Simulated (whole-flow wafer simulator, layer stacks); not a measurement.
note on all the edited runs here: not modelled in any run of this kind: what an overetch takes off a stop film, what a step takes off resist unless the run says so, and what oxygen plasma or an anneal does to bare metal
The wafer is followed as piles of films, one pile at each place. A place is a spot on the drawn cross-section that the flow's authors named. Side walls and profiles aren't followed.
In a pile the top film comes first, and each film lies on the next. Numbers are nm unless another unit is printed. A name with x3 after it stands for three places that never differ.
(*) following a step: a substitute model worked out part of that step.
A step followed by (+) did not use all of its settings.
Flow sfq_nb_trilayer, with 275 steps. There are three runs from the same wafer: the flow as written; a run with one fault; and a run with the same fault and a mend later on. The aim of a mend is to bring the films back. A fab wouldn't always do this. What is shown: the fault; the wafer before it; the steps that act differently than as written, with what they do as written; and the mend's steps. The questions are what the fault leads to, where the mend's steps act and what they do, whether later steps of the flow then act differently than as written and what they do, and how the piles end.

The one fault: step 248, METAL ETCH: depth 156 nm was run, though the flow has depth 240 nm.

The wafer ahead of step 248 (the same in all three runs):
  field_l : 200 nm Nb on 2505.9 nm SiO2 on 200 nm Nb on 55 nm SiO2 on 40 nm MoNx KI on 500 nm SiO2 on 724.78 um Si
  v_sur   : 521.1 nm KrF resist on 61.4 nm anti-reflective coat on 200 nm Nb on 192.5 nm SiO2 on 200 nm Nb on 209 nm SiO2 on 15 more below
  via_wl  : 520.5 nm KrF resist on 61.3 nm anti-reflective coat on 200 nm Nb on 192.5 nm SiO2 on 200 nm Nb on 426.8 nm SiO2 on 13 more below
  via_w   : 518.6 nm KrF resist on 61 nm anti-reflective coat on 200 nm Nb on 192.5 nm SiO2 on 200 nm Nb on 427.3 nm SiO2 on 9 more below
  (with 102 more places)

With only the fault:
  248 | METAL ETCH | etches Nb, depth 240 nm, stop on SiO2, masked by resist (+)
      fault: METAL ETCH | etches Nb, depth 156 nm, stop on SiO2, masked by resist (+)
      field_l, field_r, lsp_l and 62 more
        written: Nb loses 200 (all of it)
        fault: Nb loses 156
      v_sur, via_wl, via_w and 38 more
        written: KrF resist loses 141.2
        fault: KrF resist loses 91.8
  Steps further on in the flow that do not act as written:
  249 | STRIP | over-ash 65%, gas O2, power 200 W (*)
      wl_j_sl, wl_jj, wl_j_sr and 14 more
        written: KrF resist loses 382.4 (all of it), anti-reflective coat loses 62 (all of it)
        fault: KrF resist loses 431.8 (all of it), anti-reflective coat loses 62 (all of it)
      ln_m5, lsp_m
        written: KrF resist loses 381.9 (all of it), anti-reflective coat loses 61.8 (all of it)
        fault: KrF resist loses 431.3 (all of it), anti-reflective coat loses 61.8 (all of it)
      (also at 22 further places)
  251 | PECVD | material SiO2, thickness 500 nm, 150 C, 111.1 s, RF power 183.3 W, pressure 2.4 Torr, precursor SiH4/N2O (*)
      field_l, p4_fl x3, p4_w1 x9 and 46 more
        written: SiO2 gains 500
        fault: SiO2 gains 500 (new film)
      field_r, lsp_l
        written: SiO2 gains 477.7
        fault: SiO2 gains 482.6 (new film)
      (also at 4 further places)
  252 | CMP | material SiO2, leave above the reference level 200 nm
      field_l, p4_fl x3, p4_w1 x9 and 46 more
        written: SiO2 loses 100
        fault: SiO2 loses 144
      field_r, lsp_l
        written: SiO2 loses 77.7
        fault: SiO2 loses 126.6
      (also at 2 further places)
  At field_l, field_r, lsp_l and 62 more, the piles at the end differ from the flow's by more than 2% or 0.5 nm, whichever is larger.
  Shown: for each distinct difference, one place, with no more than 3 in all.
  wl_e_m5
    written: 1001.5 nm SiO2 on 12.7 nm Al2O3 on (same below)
    fault: 356 nm SiO2 on 44 nm Nb on 601.5 nm SiO2 on 12.7 nm Al2O3 on (same below)
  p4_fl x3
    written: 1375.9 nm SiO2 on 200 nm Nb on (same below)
    fault: 356 nm SiO2 on 44 nm Nb on 975.9 nm SiO2 on 200 nm Nb on (same below)
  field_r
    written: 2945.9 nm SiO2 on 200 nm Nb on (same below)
    fault: 356 nm SiO2 on 44 nm Nb on 2545.9 nm SiO2 on 200 nm Nb on (same below)

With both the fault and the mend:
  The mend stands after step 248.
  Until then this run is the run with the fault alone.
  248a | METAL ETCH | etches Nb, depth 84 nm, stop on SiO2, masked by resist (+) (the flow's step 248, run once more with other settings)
      field_l, field_r, lsp_l and 62 more
        Nb loses 44 (all of it)
      v_sur, via_wl, via_w and 38 more
        KrF resist loses 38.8
  Steps further on in the flow that do not act as written:
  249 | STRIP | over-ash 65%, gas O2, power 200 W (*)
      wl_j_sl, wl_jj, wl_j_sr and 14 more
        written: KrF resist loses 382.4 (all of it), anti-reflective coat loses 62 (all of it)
        mend: KrF resist loses 393 (all of it), anti-reflective coat loses 62 (all of it)
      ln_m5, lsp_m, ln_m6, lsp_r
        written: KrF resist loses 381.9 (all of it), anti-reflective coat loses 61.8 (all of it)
        mend: KrF resist loses 392.5 (all of it), anti-reflective coat loses 61.8 (all of it)
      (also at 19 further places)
  At every place that both follow, the piles at the end match the flow's.
